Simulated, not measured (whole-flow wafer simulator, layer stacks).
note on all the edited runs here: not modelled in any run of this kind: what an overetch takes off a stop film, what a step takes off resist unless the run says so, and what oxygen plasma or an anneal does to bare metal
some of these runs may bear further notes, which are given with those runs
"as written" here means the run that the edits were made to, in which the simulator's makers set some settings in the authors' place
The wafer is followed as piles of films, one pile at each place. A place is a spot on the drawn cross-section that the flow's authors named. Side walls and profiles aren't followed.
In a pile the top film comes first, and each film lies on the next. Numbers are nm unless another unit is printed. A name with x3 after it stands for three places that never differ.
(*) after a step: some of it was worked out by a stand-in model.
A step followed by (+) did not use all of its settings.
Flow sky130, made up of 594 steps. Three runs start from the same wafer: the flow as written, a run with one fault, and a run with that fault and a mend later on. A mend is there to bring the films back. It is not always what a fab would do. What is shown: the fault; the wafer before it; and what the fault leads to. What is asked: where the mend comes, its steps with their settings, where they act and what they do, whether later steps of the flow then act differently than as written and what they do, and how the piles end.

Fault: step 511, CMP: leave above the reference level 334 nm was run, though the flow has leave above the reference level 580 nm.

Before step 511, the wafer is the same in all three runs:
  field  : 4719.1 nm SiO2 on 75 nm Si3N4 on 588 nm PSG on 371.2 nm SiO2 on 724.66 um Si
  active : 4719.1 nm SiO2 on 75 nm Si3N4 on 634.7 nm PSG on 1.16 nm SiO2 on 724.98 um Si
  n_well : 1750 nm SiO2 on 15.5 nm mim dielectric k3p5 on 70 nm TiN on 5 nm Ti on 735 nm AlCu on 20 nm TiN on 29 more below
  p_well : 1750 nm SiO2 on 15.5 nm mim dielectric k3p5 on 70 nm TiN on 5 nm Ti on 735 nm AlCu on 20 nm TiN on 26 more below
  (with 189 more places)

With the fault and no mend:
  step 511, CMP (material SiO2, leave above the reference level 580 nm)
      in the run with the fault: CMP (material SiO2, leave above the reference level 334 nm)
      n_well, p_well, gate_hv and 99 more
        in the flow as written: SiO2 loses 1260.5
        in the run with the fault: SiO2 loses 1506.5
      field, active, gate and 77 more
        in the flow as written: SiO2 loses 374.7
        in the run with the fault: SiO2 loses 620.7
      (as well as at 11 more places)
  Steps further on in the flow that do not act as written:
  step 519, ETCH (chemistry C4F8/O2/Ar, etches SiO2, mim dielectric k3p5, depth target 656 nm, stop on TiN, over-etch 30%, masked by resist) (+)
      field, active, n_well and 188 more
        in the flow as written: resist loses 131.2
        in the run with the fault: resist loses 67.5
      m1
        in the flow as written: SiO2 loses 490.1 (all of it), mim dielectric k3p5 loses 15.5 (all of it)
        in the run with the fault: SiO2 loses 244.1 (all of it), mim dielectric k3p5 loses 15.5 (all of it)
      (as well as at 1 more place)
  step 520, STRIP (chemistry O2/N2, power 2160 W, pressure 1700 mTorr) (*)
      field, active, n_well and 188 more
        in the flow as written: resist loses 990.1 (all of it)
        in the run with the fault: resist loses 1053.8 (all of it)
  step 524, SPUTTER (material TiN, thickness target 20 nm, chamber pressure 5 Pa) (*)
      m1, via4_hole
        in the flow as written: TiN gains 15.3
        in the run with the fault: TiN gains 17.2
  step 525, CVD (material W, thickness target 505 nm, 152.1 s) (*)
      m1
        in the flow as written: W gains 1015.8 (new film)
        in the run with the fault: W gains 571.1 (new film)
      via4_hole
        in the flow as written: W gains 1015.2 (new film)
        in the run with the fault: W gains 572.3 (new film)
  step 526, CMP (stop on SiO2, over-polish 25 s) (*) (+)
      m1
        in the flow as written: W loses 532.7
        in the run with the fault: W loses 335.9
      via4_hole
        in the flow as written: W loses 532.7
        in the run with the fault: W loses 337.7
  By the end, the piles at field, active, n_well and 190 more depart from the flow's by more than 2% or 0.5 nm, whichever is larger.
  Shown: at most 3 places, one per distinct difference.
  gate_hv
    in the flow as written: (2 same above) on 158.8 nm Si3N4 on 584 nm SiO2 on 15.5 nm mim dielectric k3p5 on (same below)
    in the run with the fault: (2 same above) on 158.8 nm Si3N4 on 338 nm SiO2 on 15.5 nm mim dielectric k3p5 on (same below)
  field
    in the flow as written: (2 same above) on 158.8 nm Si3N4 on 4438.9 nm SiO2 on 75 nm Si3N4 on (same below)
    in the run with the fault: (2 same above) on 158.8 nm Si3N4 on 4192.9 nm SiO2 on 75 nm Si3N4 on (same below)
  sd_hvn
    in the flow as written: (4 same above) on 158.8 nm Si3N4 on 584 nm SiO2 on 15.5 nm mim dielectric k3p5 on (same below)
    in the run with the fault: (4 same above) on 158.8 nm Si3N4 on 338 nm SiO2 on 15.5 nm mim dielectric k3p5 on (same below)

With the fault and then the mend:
  After step 518 comes the mend.
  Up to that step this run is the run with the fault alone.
  step 518a, STRIP (chemistry O2/N2, power 2160 W, pressure 1700 mTorr) (*)
      field, active, n_well and 188 more
        resist loses 1121.3 (all of it)
  step 518b, HDPCVD (thickness target 246 nm) (*) (a further turn of the flow's step 510, with different settings)
      field, active, n_well and 190 more
        SiO2 gains 246
  step 518c, HMDS (120 C, 60 s) (a further turn of the flow's step 513)
      does not change any film at any place that is followed
  step 518d, COAT (resist, thickness 1140 nm) (a further turn of the flow's step 514)
      field, active, n_well and 190 more
        resist gains 1140 (new film)
  step 518e, SOFTBAKE (resist) (a further turn of the flow's step 515)
      does not change any film at any place that is followed
  step 518f, EXPOSE (photomask VIM4, dose 133.8 mJ/cm2, NA 0.6, wavelength 365 nm) (*) (a further turn of the flow's step 516)
      does not change any film at any place that is followed
  step 518g, PEB (resist, 70.3 s) (a further turn of the flow's step 517)
      field, active, n_well and 190 more
        resist loses 18.7
  step 518h, DEVELOP (resist, thickness 1140 nm, developer TMAH-0.26N, 60 s) (a further turn of the flow's step 518)
      m1, via4_hole
        resist loses 1121.3 (all of it)
  None of the later steps of the flow acts differently than as written at any place that is followed.
  The piles end the same as the flow's at every place that both follow.
